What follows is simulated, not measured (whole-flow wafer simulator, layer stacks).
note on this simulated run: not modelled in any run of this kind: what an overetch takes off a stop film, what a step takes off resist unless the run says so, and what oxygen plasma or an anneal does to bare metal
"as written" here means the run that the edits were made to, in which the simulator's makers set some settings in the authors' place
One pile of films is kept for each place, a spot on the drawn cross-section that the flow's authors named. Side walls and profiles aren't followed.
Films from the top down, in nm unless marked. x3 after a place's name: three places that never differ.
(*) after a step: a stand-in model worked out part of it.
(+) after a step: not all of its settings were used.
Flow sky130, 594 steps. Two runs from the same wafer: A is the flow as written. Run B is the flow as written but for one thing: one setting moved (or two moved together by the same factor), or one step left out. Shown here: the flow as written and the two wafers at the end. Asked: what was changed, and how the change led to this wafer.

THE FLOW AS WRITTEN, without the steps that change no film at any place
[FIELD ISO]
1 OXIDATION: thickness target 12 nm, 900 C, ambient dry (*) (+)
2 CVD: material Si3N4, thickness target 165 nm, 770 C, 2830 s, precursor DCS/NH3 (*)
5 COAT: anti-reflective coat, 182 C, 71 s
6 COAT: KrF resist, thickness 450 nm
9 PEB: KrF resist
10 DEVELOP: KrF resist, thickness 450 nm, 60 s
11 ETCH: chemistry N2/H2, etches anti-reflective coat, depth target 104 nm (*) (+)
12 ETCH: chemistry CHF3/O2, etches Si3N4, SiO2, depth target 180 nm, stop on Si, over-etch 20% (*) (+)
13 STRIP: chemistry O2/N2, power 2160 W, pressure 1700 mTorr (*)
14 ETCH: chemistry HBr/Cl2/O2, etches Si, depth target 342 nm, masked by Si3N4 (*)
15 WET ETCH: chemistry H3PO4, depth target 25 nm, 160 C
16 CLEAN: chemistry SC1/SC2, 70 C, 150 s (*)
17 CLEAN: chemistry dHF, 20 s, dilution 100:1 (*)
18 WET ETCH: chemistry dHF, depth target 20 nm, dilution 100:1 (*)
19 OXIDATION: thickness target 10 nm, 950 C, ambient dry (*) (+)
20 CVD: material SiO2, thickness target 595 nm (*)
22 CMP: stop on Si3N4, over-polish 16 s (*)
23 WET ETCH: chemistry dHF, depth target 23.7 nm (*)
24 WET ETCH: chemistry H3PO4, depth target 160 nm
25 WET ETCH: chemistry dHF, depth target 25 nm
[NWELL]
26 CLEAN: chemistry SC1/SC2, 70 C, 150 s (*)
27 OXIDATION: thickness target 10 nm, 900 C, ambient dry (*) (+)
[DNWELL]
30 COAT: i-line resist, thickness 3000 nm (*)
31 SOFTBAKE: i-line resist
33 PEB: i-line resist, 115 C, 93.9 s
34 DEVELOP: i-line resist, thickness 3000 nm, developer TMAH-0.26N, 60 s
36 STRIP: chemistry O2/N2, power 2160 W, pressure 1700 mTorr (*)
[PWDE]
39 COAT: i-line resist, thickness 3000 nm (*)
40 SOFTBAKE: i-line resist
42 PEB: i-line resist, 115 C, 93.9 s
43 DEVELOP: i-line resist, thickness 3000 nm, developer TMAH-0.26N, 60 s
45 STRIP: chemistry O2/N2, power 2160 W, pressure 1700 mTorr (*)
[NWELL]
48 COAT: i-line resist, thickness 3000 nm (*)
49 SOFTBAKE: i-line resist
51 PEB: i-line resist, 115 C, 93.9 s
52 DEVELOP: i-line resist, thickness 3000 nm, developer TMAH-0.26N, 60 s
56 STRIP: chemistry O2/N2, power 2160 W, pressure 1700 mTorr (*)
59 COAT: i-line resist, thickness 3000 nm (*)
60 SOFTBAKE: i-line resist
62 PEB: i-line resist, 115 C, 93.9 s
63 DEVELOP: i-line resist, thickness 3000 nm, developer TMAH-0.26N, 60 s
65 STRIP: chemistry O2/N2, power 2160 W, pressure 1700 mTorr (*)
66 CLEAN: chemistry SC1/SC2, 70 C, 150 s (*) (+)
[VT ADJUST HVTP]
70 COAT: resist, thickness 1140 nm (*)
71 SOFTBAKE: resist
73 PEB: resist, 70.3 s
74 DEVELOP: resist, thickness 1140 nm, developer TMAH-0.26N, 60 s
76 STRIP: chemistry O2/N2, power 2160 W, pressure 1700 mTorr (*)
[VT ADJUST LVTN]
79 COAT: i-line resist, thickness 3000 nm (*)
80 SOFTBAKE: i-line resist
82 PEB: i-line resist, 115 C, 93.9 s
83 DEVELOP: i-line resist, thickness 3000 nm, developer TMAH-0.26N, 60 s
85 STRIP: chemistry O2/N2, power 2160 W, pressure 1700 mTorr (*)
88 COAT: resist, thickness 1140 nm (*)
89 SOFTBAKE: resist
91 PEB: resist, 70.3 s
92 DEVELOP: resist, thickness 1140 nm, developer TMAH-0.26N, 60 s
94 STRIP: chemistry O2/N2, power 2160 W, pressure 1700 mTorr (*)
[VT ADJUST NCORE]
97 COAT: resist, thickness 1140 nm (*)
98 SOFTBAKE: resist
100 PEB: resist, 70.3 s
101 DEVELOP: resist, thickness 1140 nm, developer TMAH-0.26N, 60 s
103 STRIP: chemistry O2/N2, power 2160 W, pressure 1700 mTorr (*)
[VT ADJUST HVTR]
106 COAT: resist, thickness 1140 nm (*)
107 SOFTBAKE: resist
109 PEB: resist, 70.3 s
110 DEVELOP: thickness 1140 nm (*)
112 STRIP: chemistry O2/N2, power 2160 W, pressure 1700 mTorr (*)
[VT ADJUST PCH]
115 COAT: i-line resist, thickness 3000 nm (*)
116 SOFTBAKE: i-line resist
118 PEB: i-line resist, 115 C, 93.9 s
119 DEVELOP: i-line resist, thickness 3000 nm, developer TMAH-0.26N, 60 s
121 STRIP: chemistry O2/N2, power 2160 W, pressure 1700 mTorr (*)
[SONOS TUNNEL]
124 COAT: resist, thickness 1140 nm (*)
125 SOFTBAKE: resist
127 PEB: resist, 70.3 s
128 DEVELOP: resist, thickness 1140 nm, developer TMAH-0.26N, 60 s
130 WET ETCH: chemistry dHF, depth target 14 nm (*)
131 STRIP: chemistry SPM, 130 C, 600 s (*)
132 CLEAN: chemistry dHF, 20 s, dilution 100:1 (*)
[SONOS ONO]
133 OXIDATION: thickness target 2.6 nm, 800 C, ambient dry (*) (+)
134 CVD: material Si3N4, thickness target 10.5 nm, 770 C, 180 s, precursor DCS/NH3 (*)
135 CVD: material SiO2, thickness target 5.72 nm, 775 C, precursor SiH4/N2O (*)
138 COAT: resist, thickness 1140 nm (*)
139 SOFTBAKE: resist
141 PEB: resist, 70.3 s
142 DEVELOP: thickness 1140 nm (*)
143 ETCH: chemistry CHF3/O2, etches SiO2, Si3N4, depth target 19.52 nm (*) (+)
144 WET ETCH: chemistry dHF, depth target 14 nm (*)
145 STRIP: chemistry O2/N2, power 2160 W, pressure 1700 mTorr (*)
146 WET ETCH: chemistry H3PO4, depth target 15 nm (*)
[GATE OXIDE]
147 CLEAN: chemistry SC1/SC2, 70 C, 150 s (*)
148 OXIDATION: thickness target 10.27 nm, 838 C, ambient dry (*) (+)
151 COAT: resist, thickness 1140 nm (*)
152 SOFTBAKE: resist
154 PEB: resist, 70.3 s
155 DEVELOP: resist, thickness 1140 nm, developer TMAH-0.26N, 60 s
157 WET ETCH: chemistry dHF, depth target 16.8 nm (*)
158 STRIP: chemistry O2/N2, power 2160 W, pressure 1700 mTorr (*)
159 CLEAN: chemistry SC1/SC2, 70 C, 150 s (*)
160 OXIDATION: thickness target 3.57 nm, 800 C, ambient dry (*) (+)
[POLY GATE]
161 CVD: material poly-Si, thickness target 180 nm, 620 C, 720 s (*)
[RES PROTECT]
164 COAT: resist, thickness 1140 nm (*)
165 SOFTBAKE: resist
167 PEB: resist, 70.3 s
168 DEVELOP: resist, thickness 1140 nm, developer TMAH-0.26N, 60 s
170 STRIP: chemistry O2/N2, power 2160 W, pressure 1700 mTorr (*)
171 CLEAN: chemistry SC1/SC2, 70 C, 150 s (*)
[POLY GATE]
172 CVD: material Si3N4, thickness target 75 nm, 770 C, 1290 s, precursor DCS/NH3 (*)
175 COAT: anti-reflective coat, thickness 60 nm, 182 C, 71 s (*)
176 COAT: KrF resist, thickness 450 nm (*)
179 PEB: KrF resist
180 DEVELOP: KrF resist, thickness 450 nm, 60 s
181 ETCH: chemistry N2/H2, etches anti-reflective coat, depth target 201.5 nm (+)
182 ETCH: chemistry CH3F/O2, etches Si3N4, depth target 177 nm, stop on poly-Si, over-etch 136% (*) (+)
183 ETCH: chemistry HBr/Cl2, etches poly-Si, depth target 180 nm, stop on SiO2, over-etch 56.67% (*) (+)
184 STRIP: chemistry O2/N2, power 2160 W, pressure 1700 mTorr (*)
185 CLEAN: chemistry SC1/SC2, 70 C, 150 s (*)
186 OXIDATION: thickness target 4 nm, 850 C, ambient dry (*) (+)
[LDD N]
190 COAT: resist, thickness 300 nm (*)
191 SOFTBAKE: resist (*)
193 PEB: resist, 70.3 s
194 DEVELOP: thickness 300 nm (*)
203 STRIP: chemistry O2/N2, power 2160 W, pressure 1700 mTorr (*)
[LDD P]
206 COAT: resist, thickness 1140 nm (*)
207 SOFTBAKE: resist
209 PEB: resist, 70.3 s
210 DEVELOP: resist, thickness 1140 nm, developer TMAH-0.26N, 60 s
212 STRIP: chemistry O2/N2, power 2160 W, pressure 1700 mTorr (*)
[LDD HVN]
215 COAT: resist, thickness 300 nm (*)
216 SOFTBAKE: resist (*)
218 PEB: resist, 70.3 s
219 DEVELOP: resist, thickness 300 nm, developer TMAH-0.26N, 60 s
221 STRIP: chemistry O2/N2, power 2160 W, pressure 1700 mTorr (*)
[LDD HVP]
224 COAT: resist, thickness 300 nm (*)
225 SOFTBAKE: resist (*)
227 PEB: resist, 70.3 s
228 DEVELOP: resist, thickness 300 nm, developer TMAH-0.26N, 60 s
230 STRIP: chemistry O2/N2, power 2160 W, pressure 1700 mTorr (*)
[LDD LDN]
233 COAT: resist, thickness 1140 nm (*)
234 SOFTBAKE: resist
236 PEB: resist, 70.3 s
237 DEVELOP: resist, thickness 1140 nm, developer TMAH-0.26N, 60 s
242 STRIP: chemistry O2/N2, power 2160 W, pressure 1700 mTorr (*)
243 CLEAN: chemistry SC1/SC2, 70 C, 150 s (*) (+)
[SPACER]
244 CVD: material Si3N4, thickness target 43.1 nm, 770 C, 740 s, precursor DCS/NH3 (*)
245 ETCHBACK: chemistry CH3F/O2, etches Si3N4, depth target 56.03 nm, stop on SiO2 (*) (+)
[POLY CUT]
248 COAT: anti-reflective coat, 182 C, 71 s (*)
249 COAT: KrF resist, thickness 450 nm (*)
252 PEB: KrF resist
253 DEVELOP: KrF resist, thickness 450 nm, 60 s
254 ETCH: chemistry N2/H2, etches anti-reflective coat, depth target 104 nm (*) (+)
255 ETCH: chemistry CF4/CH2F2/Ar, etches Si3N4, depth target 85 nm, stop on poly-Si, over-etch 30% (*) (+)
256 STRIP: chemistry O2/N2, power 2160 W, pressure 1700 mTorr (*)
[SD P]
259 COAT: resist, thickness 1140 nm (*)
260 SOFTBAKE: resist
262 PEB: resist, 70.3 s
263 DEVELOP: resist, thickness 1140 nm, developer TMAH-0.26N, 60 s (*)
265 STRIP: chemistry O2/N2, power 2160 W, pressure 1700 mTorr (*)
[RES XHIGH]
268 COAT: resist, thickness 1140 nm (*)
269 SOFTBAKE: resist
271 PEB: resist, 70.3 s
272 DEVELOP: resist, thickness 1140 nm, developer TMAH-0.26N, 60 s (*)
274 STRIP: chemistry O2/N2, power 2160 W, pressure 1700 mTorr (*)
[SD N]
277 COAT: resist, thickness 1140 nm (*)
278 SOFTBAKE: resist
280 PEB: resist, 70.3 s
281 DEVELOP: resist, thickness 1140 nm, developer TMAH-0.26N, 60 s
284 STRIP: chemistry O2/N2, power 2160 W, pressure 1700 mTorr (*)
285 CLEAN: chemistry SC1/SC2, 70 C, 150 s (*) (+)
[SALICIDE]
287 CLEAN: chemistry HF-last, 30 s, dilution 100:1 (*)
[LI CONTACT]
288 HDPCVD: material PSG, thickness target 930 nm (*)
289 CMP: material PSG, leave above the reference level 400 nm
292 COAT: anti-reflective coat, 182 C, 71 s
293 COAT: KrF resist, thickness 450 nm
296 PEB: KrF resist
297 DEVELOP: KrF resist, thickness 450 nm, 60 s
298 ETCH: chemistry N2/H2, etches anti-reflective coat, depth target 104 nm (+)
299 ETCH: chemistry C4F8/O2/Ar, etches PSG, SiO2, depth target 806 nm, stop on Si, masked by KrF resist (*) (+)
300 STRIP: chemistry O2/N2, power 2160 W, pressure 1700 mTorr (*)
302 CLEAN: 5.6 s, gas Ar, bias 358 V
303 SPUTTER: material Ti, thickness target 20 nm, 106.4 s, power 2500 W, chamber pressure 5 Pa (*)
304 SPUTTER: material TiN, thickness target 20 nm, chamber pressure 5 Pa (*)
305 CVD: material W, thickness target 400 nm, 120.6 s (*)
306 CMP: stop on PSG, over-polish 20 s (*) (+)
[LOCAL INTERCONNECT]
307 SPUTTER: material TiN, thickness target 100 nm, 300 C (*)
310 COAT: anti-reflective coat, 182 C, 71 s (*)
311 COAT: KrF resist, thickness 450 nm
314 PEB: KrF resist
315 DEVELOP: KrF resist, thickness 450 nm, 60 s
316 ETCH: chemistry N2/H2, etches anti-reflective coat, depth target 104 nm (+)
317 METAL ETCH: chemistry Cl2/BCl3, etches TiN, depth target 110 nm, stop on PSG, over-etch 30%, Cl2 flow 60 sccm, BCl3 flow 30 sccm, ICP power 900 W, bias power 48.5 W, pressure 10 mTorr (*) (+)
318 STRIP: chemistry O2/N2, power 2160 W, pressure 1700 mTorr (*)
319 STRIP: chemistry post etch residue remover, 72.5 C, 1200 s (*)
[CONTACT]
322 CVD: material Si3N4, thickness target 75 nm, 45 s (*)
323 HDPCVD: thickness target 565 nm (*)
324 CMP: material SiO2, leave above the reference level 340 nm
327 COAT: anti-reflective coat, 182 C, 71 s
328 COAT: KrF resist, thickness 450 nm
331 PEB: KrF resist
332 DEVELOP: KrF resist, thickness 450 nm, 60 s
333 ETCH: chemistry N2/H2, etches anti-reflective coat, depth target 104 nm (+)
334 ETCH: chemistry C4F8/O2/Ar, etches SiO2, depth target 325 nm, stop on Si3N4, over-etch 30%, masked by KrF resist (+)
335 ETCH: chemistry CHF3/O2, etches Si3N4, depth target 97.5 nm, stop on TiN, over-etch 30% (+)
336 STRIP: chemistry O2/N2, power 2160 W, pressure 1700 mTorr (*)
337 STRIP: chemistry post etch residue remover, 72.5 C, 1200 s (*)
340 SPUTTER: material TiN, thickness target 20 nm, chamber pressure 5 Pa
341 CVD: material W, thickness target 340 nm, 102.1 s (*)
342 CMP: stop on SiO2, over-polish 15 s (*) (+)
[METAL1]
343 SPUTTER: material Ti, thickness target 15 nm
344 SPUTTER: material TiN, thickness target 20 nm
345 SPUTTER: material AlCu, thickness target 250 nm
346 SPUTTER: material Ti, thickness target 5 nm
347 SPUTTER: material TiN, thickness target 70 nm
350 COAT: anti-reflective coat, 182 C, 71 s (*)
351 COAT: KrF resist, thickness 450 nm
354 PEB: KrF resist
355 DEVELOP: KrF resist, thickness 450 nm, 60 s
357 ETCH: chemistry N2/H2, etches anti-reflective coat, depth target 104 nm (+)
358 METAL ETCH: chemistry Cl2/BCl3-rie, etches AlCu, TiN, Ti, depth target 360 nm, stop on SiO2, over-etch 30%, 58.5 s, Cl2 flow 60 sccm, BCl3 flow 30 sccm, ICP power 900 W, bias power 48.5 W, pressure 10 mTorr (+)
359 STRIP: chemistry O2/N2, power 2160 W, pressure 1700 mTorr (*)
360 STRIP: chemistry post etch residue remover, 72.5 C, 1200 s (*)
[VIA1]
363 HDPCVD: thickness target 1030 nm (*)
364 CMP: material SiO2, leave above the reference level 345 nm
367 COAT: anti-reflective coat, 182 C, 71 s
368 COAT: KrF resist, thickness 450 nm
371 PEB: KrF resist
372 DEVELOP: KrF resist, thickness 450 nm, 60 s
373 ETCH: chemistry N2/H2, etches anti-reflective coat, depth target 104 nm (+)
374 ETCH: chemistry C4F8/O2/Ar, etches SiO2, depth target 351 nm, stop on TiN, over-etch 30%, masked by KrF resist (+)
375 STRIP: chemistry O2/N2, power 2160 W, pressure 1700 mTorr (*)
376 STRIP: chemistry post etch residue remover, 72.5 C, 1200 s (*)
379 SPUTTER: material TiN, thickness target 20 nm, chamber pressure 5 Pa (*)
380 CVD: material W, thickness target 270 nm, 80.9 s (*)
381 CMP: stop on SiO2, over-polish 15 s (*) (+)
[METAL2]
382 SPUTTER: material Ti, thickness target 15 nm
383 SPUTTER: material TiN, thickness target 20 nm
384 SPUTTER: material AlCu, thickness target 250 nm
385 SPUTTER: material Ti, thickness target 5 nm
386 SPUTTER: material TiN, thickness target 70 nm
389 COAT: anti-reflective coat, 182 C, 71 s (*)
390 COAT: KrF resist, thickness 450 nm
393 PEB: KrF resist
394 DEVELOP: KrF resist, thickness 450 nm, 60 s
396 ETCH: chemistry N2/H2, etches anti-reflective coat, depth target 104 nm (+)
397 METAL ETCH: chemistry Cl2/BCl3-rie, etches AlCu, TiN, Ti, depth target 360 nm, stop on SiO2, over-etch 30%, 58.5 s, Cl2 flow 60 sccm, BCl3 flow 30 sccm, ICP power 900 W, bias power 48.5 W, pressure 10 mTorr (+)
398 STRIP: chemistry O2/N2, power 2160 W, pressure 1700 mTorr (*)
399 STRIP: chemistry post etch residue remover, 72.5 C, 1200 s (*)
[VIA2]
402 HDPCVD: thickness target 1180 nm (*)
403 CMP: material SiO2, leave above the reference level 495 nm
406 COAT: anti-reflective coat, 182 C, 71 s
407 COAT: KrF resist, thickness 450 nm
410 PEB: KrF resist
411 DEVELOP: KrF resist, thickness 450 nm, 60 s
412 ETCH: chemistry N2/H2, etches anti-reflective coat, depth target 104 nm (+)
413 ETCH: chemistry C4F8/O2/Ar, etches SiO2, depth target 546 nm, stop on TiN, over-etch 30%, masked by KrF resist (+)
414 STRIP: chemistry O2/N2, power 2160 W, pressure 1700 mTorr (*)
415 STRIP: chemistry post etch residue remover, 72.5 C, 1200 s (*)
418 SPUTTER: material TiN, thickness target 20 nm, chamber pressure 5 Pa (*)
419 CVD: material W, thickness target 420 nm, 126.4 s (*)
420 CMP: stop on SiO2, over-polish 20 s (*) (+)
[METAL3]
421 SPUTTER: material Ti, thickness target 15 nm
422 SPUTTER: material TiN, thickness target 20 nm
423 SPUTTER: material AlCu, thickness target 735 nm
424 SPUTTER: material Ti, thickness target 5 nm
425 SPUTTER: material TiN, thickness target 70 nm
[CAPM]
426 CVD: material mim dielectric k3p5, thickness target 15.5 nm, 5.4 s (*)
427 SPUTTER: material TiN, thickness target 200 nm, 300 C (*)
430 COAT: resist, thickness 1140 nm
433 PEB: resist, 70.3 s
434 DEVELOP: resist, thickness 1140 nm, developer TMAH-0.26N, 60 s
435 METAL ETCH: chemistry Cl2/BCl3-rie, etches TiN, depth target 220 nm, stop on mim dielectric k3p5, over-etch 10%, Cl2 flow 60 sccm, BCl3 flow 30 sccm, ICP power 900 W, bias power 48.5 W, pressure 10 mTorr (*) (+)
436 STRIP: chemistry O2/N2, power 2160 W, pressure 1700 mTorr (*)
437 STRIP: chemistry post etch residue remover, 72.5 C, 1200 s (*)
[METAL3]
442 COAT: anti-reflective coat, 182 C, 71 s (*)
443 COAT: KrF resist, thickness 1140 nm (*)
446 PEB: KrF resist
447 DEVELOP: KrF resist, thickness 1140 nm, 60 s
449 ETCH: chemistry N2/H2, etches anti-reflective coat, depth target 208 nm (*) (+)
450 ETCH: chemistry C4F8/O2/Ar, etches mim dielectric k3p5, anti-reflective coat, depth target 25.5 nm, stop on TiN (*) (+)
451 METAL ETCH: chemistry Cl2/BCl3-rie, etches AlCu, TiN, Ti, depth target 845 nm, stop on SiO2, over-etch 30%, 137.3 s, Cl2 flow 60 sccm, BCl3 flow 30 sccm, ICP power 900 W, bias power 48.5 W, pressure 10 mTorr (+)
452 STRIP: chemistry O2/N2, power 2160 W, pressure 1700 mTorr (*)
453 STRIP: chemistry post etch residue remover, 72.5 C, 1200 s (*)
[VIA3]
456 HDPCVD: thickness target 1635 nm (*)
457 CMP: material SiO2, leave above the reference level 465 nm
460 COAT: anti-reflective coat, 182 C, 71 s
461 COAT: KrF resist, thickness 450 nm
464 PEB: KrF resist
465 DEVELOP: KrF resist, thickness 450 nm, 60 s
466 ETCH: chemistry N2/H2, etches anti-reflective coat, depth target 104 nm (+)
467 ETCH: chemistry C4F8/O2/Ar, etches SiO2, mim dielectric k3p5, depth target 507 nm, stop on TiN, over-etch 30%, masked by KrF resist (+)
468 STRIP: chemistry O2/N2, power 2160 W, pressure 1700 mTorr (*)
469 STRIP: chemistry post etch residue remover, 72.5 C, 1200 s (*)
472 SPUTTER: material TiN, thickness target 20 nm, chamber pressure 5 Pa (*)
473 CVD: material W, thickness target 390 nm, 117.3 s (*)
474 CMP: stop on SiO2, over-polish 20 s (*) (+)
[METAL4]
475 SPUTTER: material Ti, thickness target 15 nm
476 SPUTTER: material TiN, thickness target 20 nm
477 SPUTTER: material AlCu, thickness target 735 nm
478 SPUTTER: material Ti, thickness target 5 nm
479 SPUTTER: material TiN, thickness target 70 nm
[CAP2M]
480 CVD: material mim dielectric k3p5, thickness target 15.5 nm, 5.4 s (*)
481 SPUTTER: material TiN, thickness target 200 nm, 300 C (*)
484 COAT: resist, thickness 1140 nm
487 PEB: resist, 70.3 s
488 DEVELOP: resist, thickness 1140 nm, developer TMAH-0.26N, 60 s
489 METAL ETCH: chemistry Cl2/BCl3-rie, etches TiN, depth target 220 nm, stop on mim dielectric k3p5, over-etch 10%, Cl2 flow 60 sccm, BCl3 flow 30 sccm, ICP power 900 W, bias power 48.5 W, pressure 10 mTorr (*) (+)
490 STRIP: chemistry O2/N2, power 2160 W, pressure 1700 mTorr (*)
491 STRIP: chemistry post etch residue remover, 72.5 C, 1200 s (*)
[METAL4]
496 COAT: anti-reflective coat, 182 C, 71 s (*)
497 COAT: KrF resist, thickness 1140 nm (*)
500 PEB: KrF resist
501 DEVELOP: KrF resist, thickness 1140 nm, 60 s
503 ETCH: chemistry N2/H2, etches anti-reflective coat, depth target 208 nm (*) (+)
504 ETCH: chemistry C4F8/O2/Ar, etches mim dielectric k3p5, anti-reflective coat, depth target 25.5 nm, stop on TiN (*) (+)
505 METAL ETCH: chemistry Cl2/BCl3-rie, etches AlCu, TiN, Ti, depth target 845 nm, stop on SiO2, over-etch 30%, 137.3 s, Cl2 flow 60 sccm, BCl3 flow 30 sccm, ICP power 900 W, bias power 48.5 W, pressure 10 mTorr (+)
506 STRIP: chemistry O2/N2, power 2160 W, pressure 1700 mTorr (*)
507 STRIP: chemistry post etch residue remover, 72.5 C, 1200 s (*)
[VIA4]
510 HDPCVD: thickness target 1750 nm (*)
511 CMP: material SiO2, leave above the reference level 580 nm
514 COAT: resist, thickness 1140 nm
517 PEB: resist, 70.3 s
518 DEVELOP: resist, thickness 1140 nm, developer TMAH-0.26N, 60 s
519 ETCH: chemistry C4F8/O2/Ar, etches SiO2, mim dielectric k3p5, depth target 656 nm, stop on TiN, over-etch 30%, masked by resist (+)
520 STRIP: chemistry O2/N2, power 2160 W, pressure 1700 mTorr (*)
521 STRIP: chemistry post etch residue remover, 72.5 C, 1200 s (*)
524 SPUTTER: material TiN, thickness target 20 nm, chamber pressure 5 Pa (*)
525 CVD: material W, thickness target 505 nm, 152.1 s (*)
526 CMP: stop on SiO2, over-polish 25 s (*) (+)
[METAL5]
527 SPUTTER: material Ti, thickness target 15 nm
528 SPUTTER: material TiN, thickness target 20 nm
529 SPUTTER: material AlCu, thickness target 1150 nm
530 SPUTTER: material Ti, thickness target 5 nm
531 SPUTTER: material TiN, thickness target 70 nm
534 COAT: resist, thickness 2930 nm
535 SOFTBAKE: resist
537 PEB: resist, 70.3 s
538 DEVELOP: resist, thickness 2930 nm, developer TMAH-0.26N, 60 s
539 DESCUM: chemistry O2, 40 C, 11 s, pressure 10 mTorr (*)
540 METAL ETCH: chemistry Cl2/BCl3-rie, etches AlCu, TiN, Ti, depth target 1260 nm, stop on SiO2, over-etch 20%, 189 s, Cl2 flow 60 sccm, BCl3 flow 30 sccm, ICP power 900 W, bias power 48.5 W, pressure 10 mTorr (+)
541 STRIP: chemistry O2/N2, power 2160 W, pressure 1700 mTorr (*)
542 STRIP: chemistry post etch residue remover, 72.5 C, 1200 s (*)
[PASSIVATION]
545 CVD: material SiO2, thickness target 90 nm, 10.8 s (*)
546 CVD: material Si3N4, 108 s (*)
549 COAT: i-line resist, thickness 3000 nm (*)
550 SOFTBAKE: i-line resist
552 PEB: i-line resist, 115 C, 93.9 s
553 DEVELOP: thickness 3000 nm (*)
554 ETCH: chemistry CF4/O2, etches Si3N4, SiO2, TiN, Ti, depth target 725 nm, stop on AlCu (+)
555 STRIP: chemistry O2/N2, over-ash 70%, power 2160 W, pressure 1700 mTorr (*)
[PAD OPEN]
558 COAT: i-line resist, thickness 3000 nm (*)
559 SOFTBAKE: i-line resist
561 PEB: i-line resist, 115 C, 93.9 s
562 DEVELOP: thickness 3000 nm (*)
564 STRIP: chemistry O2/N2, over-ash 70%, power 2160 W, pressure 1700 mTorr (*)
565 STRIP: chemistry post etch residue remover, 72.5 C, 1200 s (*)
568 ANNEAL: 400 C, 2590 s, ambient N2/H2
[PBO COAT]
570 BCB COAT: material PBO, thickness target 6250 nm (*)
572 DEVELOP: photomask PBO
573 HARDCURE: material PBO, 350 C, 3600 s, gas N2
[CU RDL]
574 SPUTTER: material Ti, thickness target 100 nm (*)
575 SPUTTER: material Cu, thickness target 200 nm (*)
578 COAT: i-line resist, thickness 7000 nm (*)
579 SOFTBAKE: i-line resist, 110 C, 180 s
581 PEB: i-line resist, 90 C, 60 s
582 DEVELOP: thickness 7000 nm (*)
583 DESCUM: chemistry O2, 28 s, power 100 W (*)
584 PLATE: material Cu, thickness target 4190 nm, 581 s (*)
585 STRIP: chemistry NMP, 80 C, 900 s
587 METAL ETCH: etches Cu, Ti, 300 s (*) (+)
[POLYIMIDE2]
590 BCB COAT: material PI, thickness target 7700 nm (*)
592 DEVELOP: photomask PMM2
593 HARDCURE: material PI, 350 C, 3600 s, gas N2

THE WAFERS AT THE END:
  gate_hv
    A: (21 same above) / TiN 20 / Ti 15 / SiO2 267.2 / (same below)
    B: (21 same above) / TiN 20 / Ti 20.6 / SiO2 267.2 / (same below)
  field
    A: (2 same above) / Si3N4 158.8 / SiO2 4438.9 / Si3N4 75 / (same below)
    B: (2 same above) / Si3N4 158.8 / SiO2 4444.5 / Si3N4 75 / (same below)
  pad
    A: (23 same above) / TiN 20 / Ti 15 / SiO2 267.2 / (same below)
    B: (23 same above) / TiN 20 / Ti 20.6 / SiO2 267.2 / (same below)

The cause: step 382, SPUTTER: thickness target 20.6 nm was run, where the flow has thickness target 15 nm.
It can be read off the wafer: gate_hv has Ti 20.6, and step 382 as written asks for 15 nm.

How the change led to this, step by step:
  382 SPUTTER: material Ti, thickness target 15 nm
      field, active, n_well and 188 more: A Ti +15 (new film) | B Ti +20.6 (new film)
  397 METAL ETCH: chemistry Cl2/BCl3-rie, etches AlCu, TiN, Ti, depth target 360 nm, stop on SiO2, over-etch 30%, 58.5 s, Cl2 flow 60 sccm, BCl3 flow 30 sccm, ICP power 900 W, bias power 48.5 W, pressure 10 mTorr (+)
      field, active, gate and 82 more: A TiN -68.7 (all of it), Ti -5 (all of it), AlCu -250 (all of it), TiN -20 (all of it), Ti -15 (all of it), SiO2 -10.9 | B TiN -68.7 (all of it), Ti -5 (all of it), AlCu -250 (all of it), TiN -20 (all of it), Ti -20.6 (all of it), SiO2 -10.4
